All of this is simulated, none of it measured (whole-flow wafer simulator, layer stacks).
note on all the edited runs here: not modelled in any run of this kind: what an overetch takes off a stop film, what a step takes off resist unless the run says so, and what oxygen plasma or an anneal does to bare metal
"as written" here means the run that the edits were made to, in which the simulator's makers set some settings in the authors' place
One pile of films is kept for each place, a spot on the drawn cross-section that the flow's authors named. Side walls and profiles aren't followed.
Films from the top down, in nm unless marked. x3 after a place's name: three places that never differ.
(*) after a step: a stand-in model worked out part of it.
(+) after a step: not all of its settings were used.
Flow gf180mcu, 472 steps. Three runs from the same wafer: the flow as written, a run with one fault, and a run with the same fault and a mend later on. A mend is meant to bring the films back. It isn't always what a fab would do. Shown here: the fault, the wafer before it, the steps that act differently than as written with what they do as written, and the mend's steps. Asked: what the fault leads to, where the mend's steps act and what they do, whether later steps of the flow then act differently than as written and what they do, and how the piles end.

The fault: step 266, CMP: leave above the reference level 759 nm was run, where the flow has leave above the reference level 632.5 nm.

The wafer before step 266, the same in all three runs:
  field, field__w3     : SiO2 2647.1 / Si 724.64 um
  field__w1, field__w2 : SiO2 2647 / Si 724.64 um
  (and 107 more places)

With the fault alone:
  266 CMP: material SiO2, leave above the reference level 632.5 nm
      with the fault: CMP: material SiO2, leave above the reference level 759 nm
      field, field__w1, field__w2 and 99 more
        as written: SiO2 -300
        with the fault: SiO2 -173.5
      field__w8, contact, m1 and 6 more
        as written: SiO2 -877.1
        with the fault: SiO2 -750.6
  Later steps of the flow that act differently than as written (1 more step differs only slightly, by at most 2% or 0.5 nm, whichever is larger, and isn't shown):
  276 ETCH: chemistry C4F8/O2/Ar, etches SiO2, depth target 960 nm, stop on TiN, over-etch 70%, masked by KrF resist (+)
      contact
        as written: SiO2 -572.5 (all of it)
        with the fault: SiO2 -699 (all of it)
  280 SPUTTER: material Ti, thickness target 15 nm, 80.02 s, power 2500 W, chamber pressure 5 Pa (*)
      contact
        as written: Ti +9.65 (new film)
        with the fault: Ti +8.97 (new film)
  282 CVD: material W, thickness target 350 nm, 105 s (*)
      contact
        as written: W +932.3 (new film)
        with the fault: W +1059.9 (new film)
  At the end the piles differ from the flow's by more than 2% or 0.5 nm, whichever is larger, at field__w4, field__w8, contact, m1, m1__w1, mim, mim_1p0, m1_nw.
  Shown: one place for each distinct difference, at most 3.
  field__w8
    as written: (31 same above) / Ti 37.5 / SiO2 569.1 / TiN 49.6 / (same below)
    with the fault: (31 same above) / Ti 37.5 / SiO2 695.6 / TiN 49.6 / (same below)
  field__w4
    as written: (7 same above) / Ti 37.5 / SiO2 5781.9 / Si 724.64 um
    with the fault: (7 same above) / Ti 37.5 / SiO2 5908.4 / Si 724.64 um
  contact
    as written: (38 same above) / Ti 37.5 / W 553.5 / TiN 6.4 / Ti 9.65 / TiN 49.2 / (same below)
    with the fault: (38 same above) / Ti 37.5 / W 681.1 / TiN 5.95 / Ti 8.97 / TiN 49.2 / (same below)

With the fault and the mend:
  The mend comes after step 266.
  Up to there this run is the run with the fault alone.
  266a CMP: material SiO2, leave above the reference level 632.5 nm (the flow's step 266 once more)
      field, field__w1, field__w2 and 108 more
        SiO2 -126.5
  No later step of the flow acts differently than as written at any place that is followed.
  At the end the piles are the same as the flow's at every place that both follow.
